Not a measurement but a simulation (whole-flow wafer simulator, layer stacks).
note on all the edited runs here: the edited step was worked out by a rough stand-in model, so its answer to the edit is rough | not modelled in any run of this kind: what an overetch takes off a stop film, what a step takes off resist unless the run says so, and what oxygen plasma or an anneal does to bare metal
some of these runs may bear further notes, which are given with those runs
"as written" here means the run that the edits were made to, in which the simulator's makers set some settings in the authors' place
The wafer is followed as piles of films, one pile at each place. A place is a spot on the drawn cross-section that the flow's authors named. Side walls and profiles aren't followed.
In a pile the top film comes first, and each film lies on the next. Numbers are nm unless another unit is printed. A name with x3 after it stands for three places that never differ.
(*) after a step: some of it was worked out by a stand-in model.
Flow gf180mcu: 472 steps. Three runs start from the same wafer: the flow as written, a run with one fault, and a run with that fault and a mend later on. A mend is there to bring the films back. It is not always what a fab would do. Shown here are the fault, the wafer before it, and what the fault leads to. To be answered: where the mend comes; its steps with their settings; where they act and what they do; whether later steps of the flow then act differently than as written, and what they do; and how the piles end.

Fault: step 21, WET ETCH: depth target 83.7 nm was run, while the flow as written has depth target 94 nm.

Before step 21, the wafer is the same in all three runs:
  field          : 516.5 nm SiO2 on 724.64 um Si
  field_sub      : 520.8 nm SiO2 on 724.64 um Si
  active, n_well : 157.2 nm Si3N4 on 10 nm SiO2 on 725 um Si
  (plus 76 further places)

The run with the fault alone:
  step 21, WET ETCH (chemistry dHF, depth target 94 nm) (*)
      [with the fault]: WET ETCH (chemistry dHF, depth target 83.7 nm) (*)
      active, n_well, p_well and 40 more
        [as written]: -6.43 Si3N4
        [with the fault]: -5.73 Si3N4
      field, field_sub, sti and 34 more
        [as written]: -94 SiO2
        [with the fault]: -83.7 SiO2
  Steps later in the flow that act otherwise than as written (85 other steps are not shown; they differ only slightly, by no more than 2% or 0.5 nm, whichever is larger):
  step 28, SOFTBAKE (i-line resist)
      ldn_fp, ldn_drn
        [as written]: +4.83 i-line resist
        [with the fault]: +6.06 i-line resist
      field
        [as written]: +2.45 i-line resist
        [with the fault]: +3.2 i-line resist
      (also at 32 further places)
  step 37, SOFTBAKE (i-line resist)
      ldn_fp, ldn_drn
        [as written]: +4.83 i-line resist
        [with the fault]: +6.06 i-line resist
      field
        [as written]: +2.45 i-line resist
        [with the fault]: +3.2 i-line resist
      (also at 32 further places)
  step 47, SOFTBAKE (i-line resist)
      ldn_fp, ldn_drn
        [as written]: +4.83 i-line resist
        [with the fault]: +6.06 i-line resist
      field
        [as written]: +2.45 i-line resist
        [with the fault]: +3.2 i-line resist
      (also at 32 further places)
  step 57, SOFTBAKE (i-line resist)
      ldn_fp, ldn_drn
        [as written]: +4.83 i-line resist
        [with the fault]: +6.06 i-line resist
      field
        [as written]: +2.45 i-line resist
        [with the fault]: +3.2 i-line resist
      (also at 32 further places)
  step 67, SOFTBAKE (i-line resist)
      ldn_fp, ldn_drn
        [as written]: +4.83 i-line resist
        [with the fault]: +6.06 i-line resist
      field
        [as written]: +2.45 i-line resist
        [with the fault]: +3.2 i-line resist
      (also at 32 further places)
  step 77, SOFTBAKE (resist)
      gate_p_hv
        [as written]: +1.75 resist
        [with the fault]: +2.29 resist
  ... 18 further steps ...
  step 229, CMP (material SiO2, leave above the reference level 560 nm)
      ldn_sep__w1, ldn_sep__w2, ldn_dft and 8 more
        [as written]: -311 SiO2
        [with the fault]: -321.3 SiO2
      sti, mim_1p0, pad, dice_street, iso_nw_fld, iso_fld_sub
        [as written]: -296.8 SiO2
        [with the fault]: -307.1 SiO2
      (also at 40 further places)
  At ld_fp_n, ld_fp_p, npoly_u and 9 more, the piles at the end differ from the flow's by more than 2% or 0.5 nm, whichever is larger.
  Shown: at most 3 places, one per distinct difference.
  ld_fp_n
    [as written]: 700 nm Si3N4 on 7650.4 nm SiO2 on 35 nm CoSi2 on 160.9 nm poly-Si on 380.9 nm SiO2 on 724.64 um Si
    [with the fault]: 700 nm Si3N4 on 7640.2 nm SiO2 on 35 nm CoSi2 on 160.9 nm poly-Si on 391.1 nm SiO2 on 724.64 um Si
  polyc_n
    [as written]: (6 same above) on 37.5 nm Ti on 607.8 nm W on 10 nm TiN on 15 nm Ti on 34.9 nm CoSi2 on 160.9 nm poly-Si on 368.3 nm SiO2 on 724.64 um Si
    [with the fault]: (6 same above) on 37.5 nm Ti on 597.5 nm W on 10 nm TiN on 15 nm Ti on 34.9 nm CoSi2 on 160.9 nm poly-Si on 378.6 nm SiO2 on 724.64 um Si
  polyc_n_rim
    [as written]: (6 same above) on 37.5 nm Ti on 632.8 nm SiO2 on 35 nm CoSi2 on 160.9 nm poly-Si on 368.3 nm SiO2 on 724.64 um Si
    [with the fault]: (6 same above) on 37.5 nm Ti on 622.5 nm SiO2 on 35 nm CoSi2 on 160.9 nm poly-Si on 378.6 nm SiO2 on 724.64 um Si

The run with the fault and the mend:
  The mend stands after step 21.
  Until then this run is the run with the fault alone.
  step 21a, WET ETCH (chemistry dHF, depth target 10.3 nm) (the flow's step 21 again, with other settings)
      field, field_sub, sti and 34 more
        -10.3 SiO2
  None of the later steps of the flow differs from how it acts as written, at any place that is followed, by more than 2% or 0.5 nm, whichever is larger.
  At every place that both follow, the piles at the end match the flow's.
